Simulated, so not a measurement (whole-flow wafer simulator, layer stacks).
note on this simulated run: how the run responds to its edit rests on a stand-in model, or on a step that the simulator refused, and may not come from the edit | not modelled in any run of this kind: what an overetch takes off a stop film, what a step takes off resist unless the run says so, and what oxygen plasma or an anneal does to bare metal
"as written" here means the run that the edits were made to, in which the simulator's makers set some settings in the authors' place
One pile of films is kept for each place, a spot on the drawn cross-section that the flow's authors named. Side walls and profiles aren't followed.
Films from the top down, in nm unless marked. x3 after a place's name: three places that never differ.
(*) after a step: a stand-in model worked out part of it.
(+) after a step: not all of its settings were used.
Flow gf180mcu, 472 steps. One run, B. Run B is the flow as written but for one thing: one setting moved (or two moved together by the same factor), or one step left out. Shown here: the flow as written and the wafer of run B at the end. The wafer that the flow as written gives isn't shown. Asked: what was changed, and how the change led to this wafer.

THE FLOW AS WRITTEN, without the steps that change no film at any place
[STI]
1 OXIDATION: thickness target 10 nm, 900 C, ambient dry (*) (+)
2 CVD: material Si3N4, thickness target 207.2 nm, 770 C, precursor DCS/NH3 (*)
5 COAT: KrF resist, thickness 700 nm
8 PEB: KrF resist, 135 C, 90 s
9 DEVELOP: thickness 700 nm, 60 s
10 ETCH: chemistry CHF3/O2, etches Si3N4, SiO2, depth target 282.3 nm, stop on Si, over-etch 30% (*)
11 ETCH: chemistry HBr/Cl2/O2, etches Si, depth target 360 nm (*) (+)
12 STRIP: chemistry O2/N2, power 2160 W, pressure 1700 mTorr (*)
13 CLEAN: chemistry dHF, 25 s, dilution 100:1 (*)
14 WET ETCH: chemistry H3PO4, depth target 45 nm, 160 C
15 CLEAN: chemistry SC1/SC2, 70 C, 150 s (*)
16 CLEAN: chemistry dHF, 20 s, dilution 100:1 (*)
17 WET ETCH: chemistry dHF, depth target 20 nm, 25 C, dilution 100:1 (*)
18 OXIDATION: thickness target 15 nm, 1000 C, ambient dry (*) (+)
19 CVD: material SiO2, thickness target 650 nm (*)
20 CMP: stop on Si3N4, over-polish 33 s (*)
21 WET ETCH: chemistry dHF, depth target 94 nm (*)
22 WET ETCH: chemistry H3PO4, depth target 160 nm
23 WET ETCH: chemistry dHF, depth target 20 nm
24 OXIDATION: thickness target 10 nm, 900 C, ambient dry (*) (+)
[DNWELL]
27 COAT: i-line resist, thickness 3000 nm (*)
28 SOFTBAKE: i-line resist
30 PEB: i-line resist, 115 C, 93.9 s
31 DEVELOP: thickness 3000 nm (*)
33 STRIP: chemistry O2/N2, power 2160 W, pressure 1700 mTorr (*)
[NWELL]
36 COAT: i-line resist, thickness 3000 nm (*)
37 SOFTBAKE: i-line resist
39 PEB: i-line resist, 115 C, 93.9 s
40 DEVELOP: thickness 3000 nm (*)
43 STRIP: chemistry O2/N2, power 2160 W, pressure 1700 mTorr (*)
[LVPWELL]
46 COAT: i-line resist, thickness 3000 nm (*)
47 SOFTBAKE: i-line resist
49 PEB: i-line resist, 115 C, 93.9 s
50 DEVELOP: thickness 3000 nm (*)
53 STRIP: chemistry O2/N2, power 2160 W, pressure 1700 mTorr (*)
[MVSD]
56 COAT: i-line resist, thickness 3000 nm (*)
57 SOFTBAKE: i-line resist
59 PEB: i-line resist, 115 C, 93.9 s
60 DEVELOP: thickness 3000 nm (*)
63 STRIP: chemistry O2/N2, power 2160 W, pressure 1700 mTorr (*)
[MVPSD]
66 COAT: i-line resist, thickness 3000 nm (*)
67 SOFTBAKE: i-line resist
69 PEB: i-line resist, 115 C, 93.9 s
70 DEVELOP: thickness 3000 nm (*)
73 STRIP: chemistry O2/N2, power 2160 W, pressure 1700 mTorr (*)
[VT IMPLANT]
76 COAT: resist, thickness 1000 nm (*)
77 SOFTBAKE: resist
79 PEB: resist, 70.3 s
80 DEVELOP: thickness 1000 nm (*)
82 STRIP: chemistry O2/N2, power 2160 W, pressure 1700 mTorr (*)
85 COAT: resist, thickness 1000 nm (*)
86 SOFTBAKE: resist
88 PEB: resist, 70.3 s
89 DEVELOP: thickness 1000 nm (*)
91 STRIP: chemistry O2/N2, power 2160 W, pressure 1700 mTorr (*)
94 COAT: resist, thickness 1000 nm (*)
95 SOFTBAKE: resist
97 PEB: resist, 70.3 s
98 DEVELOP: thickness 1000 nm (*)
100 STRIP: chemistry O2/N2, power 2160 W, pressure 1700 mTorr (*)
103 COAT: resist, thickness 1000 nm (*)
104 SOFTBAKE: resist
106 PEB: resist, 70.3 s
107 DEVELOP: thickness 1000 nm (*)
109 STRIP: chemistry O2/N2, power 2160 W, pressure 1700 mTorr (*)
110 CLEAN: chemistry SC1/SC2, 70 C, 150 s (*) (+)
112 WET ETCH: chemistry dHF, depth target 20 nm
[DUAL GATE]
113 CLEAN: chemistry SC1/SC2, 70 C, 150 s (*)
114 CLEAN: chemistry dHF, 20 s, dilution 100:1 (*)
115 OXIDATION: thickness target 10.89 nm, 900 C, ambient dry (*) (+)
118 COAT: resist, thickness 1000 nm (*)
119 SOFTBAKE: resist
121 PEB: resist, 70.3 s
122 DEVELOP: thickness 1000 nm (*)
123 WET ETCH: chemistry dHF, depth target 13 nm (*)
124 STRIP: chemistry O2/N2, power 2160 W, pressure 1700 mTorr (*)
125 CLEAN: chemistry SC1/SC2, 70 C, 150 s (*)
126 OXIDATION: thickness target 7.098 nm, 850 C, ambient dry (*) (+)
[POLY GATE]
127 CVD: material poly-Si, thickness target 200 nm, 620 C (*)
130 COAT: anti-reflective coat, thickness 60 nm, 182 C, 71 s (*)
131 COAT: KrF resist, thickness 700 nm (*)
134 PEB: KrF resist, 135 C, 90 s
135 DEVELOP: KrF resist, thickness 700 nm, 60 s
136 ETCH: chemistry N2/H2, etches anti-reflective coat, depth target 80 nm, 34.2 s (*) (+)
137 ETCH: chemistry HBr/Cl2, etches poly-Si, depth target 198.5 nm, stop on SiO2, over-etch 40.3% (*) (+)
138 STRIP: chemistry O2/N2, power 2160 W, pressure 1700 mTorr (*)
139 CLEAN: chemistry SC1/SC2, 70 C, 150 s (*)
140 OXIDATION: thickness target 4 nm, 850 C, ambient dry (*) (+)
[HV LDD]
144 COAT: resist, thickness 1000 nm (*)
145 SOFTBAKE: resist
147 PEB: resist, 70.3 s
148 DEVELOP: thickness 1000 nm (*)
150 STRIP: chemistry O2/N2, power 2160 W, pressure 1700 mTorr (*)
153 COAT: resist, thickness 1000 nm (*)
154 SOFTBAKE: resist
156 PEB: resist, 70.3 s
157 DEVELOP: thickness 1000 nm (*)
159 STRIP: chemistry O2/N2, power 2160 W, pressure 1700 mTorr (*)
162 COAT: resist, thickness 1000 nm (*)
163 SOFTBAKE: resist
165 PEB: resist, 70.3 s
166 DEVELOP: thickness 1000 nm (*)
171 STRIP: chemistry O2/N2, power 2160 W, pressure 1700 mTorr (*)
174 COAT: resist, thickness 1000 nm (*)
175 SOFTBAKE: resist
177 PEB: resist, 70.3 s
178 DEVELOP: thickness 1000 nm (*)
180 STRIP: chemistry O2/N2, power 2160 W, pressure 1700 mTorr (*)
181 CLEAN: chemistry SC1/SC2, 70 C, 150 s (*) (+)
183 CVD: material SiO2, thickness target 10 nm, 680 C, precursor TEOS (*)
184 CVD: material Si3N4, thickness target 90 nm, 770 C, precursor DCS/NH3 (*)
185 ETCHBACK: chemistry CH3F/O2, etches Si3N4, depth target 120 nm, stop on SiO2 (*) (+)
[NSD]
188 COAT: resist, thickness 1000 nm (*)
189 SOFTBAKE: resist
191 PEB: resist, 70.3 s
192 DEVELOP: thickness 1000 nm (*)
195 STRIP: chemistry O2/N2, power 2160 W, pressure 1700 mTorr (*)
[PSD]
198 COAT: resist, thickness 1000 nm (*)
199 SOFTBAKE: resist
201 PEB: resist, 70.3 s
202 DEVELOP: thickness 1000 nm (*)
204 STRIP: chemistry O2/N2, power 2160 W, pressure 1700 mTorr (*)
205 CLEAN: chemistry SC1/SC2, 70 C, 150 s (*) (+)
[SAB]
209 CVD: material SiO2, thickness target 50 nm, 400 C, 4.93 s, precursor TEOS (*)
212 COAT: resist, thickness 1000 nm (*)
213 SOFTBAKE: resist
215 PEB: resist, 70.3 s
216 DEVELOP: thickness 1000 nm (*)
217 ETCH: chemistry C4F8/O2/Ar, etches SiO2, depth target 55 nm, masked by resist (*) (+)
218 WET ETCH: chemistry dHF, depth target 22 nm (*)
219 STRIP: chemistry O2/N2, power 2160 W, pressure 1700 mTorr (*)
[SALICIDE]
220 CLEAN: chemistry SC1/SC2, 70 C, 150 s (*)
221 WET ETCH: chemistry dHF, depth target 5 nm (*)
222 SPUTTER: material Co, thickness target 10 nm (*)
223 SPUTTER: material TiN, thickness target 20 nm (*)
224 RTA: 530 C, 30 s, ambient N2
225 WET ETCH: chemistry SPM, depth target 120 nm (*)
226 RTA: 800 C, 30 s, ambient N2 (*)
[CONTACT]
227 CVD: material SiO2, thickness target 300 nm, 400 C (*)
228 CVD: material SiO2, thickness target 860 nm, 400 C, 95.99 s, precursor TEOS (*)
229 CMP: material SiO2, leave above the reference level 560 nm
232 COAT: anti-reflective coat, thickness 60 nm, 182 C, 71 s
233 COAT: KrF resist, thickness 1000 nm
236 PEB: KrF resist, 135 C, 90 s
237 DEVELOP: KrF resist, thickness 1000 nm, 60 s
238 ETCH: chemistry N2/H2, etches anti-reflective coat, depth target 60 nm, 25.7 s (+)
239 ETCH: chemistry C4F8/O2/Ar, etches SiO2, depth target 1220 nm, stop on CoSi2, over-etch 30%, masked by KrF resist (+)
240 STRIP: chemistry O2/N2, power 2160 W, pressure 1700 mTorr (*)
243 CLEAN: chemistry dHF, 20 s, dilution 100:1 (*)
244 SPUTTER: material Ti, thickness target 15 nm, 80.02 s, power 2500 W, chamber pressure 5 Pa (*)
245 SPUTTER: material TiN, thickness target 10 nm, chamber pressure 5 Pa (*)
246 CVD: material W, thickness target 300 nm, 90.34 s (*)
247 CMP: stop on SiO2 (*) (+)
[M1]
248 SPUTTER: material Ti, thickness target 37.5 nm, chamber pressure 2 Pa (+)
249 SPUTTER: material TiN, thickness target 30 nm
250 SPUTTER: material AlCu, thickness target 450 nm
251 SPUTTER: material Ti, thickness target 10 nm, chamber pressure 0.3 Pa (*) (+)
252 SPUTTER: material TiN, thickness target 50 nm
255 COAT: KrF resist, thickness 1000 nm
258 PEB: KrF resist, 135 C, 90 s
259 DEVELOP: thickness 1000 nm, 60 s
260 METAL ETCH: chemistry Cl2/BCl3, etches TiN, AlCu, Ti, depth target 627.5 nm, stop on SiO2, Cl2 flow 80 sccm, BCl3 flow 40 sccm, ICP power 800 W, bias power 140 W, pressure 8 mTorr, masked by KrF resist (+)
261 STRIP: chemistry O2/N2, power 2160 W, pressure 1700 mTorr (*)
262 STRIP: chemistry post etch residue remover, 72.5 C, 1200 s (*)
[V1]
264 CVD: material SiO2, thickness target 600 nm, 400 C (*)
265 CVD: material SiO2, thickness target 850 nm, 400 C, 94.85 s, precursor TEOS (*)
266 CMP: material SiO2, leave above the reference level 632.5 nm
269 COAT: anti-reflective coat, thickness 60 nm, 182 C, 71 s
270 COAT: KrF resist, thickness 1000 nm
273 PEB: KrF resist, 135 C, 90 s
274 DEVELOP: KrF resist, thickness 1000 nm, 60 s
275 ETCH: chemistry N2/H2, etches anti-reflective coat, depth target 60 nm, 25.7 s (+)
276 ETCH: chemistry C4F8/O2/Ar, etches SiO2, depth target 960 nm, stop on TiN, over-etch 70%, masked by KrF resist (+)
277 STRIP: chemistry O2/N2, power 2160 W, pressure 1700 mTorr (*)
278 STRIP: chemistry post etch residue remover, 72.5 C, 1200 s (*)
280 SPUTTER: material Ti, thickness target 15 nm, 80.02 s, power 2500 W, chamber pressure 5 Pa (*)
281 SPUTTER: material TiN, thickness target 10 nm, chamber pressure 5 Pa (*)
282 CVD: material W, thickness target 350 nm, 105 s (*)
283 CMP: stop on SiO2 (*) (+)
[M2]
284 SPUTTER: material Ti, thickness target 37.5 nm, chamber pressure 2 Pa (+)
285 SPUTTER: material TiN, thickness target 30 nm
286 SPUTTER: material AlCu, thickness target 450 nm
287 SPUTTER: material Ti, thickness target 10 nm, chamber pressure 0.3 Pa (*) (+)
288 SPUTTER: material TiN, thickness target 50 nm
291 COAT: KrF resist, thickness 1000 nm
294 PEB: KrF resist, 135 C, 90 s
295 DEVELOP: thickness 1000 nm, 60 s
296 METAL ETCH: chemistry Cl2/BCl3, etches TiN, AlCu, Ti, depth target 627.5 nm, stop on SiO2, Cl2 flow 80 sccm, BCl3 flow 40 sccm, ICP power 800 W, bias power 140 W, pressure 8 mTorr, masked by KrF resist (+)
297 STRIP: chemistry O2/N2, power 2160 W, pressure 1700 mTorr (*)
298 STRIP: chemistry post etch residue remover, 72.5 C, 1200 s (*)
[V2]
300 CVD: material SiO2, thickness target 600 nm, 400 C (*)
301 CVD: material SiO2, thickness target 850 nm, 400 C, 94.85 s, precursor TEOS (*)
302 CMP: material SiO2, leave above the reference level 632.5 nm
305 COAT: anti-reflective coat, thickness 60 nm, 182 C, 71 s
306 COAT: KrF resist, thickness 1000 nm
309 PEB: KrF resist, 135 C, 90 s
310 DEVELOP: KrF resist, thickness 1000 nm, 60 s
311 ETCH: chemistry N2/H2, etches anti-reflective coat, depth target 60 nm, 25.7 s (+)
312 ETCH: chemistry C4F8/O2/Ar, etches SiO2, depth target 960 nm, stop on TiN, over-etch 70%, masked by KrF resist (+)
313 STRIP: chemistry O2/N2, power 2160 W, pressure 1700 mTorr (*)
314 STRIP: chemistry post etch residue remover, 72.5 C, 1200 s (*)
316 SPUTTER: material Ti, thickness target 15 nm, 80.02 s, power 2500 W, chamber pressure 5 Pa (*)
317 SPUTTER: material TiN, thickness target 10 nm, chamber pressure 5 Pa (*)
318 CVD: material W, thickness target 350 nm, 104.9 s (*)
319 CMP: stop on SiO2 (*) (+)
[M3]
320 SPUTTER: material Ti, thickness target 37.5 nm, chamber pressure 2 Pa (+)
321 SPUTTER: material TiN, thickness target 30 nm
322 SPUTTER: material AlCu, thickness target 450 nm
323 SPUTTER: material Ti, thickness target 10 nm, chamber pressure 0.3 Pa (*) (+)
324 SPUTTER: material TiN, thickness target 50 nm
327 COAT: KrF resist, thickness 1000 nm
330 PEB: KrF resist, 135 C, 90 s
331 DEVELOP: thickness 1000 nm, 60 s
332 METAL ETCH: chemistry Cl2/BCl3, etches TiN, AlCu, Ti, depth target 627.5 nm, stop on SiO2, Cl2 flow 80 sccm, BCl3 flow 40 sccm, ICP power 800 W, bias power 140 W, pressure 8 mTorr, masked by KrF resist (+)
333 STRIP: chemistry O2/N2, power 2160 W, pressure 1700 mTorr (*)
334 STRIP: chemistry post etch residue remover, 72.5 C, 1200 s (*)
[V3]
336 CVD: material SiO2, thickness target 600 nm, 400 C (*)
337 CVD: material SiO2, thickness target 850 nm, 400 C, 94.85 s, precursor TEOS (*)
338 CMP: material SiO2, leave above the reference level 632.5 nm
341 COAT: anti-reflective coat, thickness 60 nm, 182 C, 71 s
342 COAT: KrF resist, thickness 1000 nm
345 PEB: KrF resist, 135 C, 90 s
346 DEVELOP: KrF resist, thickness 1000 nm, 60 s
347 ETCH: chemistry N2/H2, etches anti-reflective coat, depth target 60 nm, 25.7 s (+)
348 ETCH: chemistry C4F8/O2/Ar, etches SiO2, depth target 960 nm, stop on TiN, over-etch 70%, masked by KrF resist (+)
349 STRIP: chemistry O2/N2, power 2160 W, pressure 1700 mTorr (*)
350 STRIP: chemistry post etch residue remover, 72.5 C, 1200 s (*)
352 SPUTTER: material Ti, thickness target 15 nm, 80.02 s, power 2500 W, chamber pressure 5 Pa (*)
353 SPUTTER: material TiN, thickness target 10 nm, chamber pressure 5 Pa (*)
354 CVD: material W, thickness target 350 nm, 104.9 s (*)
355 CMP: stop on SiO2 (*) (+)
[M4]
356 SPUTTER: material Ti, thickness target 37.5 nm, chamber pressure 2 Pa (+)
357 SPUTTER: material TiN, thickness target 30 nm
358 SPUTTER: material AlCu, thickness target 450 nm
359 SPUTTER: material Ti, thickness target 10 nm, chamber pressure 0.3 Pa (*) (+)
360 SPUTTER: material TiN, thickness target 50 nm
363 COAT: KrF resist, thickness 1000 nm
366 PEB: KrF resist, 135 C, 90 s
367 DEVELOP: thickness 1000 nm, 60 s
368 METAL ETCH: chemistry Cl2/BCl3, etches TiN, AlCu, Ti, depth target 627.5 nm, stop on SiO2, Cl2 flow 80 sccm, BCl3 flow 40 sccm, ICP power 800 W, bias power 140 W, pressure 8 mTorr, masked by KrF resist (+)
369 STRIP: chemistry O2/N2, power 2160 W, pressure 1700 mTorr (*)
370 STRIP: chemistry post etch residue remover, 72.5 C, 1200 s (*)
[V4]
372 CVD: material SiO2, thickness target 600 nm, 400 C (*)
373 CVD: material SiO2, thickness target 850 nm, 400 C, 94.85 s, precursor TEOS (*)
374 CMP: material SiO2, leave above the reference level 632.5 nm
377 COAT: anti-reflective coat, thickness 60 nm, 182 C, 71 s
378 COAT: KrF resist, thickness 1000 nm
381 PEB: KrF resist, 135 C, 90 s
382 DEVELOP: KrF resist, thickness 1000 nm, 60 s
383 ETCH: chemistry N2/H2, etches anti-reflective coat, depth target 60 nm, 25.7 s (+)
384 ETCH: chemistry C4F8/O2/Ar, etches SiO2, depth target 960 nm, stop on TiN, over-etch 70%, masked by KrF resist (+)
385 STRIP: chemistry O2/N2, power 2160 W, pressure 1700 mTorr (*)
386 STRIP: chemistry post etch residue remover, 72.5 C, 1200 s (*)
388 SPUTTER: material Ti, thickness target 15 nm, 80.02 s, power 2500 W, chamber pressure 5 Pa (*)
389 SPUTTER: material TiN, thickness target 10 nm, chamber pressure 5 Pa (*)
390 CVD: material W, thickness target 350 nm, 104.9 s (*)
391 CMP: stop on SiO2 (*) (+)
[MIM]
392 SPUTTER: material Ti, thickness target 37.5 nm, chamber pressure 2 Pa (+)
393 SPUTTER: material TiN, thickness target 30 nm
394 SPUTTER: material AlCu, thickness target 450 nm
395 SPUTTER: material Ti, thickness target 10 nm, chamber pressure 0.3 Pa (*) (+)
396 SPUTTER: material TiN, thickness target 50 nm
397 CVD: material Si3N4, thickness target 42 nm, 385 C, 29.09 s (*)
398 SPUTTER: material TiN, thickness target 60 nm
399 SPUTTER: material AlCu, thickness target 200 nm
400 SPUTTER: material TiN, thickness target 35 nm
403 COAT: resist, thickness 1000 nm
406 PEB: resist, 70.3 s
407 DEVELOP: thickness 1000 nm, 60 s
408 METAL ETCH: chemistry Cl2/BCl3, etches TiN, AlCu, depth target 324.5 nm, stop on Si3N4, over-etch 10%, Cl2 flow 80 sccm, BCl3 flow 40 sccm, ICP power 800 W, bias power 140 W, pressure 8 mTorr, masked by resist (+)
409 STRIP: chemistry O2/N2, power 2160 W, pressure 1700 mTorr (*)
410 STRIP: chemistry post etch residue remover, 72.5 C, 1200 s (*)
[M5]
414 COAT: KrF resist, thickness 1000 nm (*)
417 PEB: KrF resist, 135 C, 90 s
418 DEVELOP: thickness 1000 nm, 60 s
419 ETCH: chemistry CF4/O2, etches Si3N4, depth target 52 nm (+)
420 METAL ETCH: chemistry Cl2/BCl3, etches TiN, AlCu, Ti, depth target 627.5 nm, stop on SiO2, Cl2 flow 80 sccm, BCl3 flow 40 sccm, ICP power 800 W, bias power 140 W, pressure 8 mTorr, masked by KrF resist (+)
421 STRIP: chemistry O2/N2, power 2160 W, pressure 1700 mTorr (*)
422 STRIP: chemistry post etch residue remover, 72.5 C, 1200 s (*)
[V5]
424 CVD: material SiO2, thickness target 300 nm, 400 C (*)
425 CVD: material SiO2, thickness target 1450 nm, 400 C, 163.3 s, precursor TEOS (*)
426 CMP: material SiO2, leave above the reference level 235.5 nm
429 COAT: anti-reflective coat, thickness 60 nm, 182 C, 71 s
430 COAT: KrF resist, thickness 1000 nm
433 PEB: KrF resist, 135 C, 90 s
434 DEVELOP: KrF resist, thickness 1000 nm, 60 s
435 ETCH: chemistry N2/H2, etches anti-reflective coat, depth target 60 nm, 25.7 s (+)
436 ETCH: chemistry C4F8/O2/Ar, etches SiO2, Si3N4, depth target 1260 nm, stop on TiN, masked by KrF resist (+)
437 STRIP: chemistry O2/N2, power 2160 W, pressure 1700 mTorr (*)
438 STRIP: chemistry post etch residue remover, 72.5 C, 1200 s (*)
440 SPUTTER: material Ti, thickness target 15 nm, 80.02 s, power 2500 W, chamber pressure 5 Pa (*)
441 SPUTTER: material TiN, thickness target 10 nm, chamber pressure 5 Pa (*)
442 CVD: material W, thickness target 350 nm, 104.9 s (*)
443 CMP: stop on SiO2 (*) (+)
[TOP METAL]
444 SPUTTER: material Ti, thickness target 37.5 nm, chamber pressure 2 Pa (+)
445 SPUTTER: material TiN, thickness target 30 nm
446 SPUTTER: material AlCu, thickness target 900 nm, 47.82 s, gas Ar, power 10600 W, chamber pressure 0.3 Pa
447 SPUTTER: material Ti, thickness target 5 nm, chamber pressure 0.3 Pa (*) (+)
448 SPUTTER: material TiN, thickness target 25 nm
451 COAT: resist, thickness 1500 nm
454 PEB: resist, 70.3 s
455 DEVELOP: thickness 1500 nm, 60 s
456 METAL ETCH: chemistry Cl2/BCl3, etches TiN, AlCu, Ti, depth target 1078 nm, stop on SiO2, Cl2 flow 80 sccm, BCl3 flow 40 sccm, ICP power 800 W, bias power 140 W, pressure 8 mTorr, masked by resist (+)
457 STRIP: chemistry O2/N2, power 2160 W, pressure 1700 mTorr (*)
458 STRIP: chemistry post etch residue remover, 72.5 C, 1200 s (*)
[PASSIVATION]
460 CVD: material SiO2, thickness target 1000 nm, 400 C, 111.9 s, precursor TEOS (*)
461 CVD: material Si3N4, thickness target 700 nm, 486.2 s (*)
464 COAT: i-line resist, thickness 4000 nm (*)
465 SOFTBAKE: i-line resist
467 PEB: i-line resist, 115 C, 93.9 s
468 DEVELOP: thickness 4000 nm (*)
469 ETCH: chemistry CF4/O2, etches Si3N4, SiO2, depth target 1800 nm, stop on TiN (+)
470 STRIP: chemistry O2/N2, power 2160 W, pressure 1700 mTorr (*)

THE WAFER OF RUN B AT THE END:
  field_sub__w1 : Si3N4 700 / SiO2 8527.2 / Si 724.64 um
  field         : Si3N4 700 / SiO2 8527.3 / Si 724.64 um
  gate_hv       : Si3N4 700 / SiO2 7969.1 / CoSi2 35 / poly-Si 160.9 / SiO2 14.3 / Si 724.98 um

The cause: step 374, CMP: leave above the reference level 1006 nm was run, where the flow has leave above the reference level 632.5 nm.

How the change led to this, step by step:
  374 CMP: material SiO2, leave above the reference level 632.5 nm
      field, field__w1, field__w2 and 103 more: nothing (as written it would be: SiO2 -300)
      field__w8, contact, m1, m1__w1, m1_nw: SiO2 -503.9 (as written it would be: SiO2 -877.1)
  377 COAT: anti-reflective coat, thickness 60 nm, 182 C, 71 s
      field: anti-reflective coat +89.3 (new film) (as written it would be: anti-reflective coat +60 (new film))
      field__w8: anti-reflective coat +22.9 (new film) (as written it would be: anti-reflective coat +60 (new film))
      (and at 16 more places)
  378 COAT: KrF resist, thickness 1000 nm
      contact: KrF resist +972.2 (new film) (as written it would be: KrF resist +1000 (new film))
      m1: KrF resist +967.8 (new film) (as written it would be: KrF resist +1000 (new film))
      (and at 4 more places)
  382 DEVELOP: KrF resist, thickness 1000 nm, 60 s
      contact: KrF resist -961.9 (all of it) (as written it would be: KrF resist -989.5 (all of it))
  383 ETCH: chemistry N2/H2, etches anti-reflective coat, depth target 60 nm, 25.7 s (+)
      contact: anti-reflective coat -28 (all of it), SiO2 -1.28 (as written it would be: anti-reflective coat -60 (all of it), SiO2 -0.46)
  384 ETCH: chemistry C4F8/O2/Ar, etches SiO2, depth target 960 nm, stop on TiN, over-etch 70%, masked by KrF resist (+)
      contact: SiO2 -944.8 (all of it) (as written it would be: SiO2 -572.5 (all of it))
  385 STRIP: chemistry O2/N2, power 2160 W, pressure 1700 mTorr (*)
      field: KrF resist -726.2 (all of it), anti-reflective coat -89.3 (all of it) (as written it would be: KrF resist -739.2 (all of it), anti-reflective coat -60 (all of it))
      field__w8: KrF resist -730.4 (all of it), anti-reflective coat -22.9 (all of it) (as written it would be: KrF resist -739.2 (all of it), anti-reflective coat -60 (all of it))
      (and at 16 more places)
  388 SPUTTER: material Ti, thickness target 15 nm, 80.02 s, power 2500 W, chamber pressure 5 Pa (*)
      contact: Ti +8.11 (new film) (as written it would be: Ti +9.65 (new film))
  389 SPUTTER: material TiN, thickness target 10 nm, chamber pressure 5 Pa (*)
      contact: TiN +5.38 (new film) (as written it would be: TiN +6.4 (new film))
  390 CVD: material W, thickness target 350 nm, 104.9 s (*)
      contact: W +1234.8 (new film) (as written it would be: W +932.3 (new film))
  391 CMP: stop on SiO2 (*) (+)
      field__w8, m1, m1__w1, m1_nw: W -350 (all of it), TiN -10 (all of it), Ti -15 (all of it), SiO2 -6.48 (as written it would be: W -350 (all of it), TiN -10 (all of it), Ti -15 (all of it), SiO2 -3.78)
  403 COAT: resist, thickness 1000 nm
      field__w8: resist +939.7 (new film) (as written it would be: resist +1000 (new film))
      m1: resist +938.9 (new film) (as written it would be: resist +1000 (new film))
      (and at 2 more places)
  404 SOFTBAKE: resist
      m1__w1, m1_nw: resist -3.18 (as written it would be: nothing)
      field: resist -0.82 (as written it would be: nothing)
      (and at 15 more places)
  406 PEB: resist, 70.3 s
      field__w8, m1, m1__w1: resist -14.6 (as written it would be: resist -15.9)
      m1_nw: resist -14.7 (as written it would be: resist -15.9)
  407 DEVELOP: thickness 1000 nm, 60 s
      field__w8: resist -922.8 (all of it) (as written it would be: resist -984.1 (all of it))
      m1: resist -921.7 (all of it) (as written it would be: resist -984.1 (all of it))
      (and at 2 more places)
  414 COAT: KrF resist, thickness 1000 nm (*)
      field__w8: KrF resist +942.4 (new film) (as written it would be: KrF resist +1000 (new film))
      m1: KrF resist +942.2 (new film) (as written it would be: KrF resist +1000.5 (new film))
      (and at 2 more places)
  ... 2 more steps ...
  426 CMP: material SiO2, leave above the reference level 235.5 nm
      m1, m1__w1, m1_nw: SiO2 -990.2 (as written it would be: SiO2 -919.6)
      field__w8: SiO2 -990.1 (as written it would be: SiO2 -919.6)
